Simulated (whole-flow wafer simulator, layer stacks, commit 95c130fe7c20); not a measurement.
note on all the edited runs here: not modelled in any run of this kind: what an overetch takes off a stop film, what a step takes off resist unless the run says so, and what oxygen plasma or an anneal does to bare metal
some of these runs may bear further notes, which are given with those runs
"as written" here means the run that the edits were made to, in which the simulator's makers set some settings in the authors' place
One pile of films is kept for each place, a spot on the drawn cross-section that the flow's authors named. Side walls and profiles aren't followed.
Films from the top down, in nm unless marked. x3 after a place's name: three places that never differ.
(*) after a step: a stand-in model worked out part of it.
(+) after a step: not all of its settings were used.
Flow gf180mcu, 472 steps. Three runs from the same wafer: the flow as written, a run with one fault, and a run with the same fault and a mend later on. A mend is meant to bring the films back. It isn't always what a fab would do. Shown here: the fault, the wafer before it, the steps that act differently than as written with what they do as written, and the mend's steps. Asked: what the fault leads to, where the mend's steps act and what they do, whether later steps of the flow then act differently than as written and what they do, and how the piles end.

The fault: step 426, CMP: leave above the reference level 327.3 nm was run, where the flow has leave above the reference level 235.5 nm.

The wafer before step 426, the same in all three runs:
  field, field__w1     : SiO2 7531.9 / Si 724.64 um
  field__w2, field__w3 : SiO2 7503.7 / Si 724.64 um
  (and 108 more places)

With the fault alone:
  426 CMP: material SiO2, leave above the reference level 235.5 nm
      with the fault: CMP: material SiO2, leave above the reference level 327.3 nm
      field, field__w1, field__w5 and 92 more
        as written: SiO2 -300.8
        with the fault: SiO2 -209
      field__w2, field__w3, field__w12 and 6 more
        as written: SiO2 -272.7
        with the fault: SiO2 -180.9
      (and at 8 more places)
  Later steps of the flow that act differently than as written (2 more steps differ only slightly, by at most 2% or 0.5 nm, whichever is larger, and aren't shown):
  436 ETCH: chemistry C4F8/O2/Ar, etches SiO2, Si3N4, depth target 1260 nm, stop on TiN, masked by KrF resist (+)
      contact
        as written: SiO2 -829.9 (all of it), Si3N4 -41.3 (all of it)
        with the fault: SiO2 -921.7 (all of it), Si3N4 -41.3 (all of it)
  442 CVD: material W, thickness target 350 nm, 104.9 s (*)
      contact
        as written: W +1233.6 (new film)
        with the fault: W +1326.1 (new film)
  At the end the piles differ from the flow's by more than 2% or 0.5 nm, whichever is larger, at field__w4, field__w8, contact, m1, m1__w1, mim, mim_1p0, m1_nw.
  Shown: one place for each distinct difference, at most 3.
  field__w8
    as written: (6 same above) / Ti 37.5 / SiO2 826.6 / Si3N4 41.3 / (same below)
    with the fault: (6 same above) / Ti 37.5 / SiO2 918.4 / Si3N4 41.3 / (same below)
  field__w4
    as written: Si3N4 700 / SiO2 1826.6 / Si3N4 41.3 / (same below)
    with the fault: Si3N4 700 / SiO2 1918.4 / Si3N4 41.3 / (same below)
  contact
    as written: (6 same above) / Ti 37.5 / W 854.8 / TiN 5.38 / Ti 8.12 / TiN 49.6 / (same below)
    with the fault: (6 same above) / Ti 37.5 / W 947.3 / TiN 5.1 / Ti 7.7 / TiN 49.6 / (same below)

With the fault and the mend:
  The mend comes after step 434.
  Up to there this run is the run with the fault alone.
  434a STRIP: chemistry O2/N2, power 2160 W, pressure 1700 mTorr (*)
      field, field__w1, field__w2 and 108 more
        KrF resist -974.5 (all of it), anti-reflective coat -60 (all of it)
      contact
        anti-reflective coat -60 (all of it)
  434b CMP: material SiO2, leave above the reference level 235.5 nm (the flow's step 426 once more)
      field, field__w1, field__w2 and 109 more
        SiO2 -91.8
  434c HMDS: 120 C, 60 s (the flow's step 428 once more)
      changes no film at any place that is followed
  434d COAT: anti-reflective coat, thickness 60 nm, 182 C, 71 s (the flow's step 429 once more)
      field, field__w1, field__w2 and 109 more
        anti-reflective coat +60 (new film)
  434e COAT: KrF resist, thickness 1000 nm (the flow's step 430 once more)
      field, field__w1, field__w2 and 109 more
        KrF resist +1000 (new film)
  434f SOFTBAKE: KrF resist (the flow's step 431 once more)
      changes no film at any place that is followed
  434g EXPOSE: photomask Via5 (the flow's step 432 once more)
      changes no film at any place that is followed
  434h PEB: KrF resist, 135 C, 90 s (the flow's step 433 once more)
      field, field__w1, field__w2 and 109 more
        KrF resist -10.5
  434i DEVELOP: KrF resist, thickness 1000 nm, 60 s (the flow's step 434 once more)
      field, field__w1, field__w2 and 108 more
        KrF resist -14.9
      contact
        KrF resist -989.5 (all of it)
  No later step of the flow acts differently than as written at any place that is followed.
  At the end the piles are the same as the flow's at every place that both follow.
